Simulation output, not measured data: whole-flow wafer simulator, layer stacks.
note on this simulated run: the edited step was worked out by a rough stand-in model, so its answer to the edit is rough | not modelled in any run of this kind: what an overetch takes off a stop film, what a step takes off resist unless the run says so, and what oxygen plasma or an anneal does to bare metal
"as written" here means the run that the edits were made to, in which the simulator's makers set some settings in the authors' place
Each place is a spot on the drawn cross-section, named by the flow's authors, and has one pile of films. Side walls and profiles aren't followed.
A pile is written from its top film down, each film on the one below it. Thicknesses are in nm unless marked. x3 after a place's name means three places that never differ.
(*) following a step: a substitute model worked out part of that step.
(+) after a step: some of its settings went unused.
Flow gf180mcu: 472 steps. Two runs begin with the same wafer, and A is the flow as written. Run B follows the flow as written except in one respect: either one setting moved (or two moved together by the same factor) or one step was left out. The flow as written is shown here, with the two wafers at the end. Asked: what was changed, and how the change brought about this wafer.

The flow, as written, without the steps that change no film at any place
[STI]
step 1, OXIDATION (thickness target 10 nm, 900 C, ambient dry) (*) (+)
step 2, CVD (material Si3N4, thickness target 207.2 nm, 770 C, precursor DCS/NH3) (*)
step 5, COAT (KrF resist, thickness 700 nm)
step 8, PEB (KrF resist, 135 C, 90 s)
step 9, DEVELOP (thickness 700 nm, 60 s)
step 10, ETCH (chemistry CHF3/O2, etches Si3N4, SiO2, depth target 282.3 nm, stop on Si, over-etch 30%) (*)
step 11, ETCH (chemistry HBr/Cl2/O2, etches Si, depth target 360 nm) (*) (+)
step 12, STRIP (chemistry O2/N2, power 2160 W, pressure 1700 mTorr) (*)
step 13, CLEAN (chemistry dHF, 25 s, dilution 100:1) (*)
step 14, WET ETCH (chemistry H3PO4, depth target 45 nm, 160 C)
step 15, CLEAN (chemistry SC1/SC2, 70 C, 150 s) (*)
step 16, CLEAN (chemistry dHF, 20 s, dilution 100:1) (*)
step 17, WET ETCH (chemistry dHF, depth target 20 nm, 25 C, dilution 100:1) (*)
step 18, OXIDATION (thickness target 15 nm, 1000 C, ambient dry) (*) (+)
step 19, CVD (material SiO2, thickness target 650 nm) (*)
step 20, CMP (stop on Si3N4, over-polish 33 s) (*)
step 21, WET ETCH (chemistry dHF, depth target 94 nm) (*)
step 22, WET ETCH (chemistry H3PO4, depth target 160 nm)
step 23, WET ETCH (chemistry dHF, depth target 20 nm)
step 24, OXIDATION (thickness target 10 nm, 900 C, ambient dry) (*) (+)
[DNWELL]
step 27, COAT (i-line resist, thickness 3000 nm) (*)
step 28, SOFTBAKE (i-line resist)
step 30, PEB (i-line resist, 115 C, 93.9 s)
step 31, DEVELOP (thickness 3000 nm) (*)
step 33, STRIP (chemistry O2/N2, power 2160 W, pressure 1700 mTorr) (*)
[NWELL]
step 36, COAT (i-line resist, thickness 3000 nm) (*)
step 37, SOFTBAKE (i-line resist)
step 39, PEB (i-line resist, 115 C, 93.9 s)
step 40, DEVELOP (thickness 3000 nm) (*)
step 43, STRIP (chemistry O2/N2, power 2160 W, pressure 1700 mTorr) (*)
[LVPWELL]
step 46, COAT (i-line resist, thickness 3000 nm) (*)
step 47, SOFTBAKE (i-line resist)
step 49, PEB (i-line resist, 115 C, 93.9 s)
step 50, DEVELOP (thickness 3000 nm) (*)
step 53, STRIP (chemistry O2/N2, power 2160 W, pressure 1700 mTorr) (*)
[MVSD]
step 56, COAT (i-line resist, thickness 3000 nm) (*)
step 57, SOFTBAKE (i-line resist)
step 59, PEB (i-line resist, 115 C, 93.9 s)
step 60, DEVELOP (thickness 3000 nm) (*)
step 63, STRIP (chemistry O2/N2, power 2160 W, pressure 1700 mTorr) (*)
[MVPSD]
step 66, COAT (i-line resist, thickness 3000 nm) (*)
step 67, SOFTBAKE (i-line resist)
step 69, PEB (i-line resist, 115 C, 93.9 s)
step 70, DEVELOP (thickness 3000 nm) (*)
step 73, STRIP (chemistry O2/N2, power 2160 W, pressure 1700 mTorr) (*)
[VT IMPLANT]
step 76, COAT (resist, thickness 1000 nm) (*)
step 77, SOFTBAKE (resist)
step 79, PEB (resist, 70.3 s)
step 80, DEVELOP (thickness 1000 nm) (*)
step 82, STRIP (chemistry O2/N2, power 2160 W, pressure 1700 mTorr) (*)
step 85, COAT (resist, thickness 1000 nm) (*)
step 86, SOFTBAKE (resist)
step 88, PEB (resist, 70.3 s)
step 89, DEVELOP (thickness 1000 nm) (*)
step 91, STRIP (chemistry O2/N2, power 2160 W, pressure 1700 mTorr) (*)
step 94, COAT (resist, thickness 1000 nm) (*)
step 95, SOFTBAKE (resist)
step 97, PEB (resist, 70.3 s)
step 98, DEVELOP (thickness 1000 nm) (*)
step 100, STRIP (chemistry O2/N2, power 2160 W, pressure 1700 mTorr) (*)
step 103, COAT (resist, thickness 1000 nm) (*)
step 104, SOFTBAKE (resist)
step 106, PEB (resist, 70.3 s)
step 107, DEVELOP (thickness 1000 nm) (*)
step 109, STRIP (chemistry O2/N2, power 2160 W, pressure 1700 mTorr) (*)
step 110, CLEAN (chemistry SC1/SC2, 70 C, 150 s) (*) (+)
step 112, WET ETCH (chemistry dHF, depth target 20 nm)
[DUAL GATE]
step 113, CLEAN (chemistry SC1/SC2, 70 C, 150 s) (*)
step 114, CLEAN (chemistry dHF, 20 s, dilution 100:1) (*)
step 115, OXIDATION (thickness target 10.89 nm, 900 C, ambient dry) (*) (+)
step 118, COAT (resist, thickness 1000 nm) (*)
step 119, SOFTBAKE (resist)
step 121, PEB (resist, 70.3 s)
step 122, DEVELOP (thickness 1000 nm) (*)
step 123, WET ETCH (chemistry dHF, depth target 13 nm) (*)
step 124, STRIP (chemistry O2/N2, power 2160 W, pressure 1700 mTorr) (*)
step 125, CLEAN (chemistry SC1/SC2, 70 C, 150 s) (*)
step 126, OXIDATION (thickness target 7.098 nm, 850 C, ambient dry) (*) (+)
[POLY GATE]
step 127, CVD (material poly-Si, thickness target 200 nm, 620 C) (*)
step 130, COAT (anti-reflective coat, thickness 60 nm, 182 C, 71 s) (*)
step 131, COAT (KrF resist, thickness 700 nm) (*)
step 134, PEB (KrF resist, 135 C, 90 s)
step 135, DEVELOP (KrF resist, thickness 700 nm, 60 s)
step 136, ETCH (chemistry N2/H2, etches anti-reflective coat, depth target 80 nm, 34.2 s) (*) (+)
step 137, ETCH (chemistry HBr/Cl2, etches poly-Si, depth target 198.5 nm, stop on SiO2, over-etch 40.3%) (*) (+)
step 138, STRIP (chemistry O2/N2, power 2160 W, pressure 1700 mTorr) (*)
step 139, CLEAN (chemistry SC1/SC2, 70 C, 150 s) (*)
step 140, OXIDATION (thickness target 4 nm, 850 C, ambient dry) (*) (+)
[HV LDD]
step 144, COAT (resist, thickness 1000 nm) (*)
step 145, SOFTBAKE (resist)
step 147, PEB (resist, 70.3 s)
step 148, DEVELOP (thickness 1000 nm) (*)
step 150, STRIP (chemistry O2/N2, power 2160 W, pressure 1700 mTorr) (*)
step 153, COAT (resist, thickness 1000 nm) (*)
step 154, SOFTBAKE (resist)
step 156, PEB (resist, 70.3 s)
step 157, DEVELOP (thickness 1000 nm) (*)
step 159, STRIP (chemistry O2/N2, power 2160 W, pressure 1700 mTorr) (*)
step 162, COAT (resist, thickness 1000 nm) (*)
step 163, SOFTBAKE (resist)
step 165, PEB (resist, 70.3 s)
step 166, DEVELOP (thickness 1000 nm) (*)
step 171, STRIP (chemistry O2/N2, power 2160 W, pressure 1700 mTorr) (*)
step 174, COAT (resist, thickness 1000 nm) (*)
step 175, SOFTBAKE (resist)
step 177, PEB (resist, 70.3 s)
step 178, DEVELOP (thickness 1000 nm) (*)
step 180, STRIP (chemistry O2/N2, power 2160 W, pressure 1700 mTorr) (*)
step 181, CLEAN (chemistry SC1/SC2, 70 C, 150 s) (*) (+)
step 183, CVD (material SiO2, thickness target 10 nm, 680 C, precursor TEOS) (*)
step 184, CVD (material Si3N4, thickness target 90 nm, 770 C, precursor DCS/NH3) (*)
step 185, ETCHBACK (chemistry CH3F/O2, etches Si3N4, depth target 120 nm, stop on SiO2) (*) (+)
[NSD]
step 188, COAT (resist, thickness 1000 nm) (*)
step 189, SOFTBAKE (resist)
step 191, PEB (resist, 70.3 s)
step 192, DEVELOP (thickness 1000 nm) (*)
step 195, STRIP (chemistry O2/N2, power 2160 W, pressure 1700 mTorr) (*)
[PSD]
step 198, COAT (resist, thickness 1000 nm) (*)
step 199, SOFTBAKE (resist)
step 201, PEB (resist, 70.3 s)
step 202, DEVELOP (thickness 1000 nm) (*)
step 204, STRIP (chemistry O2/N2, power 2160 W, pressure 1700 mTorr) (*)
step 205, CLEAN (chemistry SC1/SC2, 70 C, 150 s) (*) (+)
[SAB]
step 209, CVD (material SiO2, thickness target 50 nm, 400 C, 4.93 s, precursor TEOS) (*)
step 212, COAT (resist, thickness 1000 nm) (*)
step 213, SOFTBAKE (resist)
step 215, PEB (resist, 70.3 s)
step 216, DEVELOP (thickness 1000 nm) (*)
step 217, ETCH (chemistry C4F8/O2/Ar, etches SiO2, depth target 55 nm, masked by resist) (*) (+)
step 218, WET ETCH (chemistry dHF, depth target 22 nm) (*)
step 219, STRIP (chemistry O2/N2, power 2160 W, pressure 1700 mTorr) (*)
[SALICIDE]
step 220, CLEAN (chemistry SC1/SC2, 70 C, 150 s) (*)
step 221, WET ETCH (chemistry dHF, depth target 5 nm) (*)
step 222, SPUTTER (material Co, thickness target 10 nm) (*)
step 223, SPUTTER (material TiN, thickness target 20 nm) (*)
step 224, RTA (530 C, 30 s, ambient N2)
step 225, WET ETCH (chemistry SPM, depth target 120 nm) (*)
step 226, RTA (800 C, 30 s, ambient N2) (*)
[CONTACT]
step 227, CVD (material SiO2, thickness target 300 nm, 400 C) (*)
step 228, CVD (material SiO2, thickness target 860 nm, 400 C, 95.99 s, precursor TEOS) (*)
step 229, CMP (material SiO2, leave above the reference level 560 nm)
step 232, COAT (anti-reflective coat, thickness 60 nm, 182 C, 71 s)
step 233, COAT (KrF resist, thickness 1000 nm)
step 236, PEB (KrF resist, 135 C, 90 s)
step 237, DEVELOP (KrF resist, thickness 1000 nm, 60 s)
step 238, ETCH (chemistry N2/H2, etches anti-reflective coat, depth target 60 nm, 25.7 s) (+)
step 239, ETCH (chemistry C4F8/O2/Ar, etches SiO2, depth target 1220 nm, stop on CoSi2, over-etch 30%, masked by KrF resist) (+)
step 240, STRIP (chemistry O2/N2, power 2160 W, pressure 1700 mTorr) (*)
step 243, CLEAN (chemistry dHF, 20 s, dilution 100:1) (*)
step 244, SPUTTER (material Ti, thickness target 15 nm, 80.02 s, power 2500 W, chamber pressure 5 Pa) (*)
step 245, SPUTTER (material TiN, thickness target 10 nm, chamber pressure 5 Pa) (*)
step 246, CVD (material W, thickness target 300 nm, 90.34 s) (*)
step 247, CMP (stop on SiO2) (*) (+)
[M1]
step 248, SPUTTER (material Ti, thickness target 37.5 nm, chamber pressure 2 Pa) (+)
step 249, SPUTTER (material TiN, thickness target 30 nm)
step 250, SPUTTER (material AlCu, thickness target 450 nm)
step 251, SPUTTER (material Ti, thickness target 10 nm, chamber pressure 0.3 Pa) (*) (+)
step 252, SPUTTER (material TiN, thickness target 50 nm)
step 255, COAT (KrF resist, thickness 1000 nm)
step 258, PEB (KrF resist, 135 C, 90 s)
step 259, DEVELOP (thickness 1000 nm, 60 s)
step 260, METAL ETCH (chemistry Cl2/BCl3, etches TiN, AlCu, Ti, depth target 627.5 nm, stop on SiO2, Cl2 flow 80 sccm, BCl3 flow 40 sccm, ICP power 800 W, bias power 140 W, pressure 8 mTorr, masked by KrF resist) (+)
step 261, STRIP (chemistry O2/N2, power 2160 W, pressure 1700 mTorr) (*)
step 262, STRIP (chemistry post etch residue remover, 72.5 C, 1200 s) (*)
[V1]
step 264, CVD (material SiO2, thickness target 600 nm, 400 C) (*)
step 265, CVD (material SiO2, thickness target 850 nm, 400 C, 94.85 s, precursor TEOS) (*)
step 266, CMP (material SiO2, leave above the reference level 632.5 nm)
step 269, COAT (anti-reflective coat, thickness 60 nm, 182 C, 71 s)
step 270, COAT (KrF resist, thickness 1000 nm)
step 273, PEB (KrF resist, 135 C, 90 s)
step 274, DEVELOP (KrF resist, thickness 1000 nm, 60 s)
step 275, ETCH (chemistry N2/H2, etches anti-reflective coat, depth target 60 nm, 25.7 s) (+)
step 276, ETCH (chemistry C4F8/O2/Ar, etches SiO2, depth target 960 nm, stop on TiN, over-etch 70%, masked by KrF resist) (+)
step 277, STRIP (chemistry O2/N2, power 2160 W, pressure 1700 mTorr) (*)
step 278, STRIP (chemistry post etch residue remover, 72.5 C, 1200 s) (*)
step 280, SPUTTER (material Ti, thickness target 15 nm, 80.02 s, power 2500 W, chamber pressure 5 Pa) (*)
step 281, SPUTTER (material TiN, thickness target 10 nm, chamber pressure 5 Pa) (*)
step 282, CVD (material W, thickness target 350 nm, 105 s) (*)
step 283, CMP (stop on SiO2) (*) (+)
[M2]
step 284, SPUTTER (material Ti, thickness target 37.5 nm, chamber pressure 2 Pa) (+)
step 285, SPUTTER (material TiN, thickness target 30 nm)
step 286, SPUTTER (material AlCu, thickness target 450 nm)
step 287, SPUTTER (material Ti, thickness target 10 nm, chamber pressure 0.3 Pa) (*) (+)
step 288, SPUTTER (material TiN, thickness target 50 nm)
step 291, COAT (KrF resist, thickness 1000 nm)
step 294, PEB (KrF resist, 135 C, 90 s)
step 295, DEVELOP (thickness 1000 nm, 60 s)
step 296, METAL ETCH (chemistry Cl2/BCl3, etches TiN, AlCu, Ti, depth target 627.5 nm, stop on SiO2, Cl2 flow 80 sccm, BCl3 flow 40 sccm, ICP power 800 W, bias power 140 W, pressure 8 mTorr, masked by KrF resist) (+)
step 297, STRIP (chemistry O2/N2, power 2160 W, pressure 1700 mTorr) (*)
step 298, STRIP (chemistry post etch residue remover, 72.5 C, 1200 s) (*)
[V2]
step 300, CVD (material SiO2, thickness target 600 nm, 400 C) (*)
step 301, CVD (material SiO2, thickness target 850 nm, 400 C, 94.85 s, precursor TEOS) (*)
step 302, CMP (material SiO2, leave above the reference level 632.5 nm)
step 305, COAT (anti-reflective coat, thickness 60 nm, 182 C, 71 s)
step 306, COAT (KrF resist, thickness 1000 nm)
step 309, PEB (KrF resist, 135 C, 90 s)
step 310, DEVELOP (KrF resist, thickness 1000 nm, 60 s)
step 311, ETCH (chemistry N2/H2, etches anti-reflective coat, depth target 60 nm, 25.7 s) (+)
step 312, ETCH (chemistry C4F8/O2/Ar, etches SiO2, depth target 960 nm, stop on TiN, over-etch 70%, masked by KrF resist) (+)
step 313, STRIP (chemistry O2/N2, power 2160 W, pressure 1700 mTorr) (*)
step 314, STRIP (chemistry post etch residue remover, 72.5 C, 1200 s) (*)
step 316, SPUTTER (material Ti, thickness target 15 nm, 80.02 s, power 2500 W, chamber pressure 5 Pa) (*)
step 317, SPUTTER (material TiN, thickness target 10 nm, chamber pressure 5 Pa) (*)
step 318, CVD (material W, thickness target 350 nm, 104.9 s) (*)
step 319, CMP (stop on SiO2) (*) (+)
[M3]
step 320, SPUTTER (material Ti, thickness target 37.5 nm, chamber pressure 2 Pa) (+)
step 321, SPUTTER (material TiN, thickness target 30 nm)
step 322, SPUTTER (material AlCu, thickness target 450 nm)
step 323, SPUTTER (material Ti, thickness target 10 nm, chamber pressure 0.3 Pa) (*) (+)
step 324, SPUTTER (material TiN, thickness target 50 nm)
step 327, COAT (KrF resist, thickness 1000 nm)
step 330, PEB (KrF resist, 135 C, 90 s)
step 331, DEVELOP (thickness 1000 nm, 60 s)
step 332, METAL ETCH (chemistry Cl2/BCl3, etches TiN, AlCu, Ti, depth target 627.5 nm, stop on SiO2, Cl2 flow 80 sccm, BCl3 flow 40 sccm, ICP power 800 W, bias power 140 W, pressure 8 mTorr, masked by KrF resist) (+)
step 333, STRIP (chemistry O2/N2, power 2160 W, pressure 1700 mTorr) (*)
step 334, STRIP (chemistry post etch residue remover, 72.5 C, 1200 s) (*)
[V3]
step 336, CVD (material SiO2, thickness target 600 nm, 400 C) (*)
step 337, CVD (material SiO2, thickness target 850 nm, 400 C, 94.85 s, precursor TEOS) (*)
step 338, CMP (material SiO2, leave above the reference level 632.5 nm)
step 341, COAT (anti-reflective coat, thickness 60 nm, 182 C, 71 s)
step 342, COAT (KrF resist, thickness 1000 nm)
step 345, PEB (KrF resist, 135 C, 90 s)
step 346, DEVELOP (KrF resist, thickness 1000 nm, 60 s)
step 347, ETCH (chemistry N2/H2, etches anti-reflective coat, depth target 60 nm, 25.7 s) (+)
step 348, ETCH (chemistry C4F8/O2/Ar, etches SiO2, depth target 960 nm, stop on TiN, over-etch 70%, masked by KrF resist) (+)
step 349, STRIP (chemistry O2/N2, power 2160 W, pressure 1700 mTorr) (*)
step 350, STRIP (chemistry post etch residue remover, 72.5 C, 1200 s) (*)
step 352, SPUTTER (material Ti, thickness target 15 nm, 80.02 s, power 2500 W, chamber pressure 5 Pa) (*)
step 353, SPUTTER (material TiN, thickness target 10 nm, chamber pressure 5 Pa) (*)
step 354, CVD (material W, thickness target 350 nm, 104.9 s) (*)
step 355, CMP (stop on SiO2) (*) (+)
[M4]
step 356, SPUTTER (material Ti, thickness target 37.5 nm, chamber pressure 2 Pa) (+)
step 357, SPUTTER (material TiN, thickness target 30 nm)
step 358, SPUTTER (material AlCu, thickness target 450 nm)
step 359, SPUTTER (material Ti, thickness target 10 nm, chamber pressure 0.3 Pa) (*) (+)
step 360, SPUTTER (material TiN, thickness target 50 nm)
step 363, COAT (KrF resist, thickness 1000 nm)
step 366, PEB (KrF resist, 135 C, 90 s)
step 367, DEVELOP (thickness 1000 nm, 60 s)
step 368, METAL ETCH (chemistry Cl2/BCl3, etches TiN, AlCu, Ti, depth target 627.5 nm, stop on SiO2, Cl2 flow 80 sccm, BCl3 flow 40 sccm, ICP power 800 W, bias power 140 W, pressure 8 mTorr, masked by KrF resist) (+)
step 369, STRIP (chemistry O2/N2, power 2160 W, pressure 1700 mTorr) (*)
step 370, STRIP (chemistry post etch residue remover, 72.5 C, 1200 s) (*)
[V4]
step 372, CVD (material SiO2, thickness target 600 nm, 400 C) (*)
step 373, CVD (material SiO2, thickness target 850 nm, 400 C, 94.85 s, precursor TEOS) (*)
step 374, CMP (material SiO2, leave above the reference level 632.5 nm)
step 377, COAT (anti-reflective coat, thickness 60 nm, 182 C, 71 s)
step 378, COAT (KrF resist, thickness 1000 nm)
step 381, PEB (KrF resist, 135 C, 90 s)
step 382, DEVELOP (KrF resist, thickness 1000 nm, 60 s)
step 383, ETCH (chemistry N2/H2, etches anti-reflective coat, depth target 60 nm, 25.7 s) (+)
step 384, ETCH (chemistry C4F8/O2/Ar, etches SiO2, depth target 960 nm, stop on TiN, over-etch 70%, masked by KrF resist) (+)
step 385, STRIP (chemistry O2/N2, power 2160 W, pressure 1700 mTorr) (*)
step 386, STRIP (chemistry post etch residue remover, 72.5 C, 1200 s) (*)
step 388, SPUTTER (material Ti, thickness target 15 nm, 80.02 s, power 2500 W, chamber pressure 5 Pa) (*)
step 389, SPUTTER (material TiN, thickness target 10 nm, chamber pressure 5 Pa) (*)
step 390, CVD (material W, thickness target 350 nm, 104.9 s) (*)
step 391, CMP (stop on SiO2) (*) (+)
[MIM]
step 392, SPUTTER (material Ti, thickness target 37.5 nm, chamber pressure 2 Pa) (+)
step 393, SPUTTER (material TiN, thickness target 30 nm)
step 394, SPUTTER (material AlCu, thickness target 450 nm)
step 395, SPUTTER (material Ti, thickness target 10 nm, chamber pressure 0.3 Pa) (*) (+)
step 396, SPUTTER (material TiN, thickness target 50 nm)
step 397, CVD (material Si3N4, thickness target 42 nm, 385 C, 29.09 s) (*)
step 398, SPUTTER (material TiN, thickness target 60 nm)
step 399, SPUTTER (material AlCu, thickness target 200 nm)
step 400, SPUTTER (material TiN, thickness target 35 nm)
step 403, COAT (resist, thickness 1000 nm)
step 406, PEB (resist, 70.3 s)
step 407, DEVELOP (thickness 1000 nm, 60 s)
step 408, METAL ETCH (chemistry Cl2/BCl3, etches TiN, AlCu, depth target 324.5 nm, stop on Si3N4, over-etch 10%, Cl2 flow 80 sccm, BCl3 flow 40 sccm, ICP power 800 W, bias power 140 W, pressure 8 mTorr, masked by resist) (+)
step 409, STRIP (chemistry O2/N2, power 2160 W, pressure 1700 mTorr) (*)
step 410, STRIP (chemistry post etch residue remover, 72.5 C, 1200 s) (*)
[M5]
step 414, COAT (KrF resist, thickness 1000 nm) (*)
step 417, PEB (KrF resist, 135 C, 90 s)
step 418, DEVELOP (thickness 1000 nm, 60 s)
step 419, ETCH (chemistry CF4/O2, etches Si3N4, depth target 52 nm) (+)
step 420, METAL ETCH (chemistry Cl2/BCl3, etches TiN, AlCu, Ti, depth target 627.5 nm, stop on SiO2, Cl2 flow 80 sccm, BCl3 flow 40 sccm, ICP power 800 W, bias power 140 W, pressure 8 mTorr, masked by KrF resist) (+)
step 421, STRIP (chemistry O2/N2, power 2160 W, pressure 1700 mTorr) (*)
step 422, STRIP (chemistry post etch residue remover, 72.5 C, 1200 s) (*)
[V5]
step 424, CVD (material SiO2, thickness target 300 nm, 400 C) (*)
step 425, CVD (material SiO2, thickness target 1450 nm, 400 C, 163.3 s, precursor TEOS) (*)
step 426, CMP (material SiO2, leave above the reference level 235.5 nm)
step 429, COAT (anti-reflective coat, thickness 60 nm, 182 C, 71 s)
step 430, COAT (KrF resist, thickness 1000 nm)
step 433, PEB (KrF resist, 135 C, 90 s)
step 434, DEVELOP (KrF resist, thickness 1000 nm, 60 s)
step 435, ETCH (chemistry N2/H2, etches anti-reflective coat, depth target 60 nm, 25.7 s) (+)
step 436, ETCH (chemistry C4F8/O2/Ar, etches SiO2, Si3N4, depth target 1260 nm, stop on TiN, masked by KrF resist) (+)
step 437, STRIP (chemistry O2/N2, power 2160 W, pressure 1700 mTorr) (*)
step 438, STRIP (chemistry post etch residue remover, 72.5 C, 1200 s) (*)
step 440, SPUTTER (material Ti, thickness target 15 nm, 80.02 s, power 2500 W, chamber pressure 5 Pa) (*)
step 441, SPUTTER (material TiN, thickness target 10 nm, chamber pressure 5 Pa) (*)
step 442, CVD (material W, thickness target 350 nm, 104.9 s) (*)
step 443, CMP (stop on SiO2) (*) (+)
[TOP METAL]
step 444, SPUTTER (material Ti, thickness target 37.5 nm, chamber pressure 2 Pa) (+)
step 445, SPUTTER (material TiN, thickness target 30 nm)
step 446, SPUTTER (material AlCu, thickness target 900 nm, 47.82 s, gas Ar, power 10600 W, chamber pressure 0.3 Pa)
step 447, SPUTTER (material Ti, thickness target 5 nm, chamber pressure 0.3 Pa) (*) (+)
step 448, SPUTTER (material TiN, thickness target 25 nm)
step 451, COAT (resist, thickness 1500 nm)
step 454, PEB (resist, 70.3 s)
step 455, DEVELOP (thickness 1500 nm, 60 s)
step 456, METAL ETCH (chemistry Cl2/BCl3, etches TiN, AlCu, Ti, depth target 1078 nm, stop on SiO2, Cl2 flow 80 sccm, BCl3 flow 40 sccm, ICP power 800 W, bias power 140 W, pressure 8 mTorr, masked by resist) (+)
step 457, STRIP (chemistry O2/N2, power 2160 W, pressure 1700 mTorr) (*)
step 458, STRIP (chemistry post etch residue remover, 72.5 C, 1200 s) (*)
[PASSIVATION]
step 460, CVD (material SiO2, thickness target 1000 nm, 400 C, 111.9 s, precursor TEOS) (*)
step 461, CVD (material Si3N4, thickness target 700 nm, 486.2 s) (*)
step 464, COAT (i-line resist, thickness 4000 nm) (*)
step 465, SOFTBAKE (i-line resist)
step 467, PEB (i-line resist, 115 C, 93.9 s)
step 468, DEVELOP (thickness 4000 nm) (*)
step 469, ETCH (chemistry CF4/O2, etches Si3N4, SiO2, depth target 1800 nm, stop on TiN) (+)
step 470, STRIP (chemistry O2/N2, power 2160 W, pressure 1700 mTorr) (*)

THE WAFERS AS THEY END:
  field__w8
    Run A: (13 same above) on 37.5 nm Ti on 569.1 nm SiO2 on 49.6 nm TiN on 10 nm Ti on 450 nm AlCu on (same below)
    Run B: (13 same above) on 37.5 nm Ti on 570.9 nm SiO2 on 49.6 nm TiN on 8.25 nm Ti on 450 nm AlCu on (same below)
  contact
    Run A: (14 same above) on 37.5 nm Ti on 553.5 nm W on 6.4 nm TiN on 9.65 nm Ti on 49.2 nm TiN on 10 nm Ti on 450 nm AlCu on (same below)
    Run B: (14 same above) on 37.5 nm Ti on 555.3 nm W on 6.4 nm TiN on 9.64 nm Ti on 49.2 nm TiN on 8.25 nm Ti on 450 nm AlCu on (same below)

What caused this: step 359, SPUTTER: thickness target 8.25 nm was run, while the flow as written has thickness target 10 nm.
The wafer itself shows it: field__w8 has Ti 8.25, and step 359 as written asks for 10 nm.

How this came from the change, step by step:
  step 359, SPUTTER (material Ti, thickness target 10 nm, chamber pressure 0.3 Pa) (*) (+)
      field, field__w1, field__w2 and 108 more: A Ti gains 10 (new film) | B Ti gains 8.25 (new film)
  step 368, METAL ETCH (chemistry Cl2/BCl3, etches TiN, AlCu, Ti, depth target 627.5 nm, stop on SiO2, Cl2 flow 80 sccm, BCl3 flow 40 sccm, ICP power 800 W, bias power 140 W, pressure 8 mTorr, masked by KrF resist) (+)
      field, field__w1, field__w2 and 103 more: A TiN loses 50 (all of it), Ti loses 10 (all of it), AlCu loses 450 (all of it), TiN loses 30 (all of it), Ti loses 37.5 (all of it) | B TiN loses 50 (all of it), Ti loses 8.25 (all of it), AlCu loses 450 (all of it), TiN loses 30 (all of it), Ti loses 37.5 (all of it)
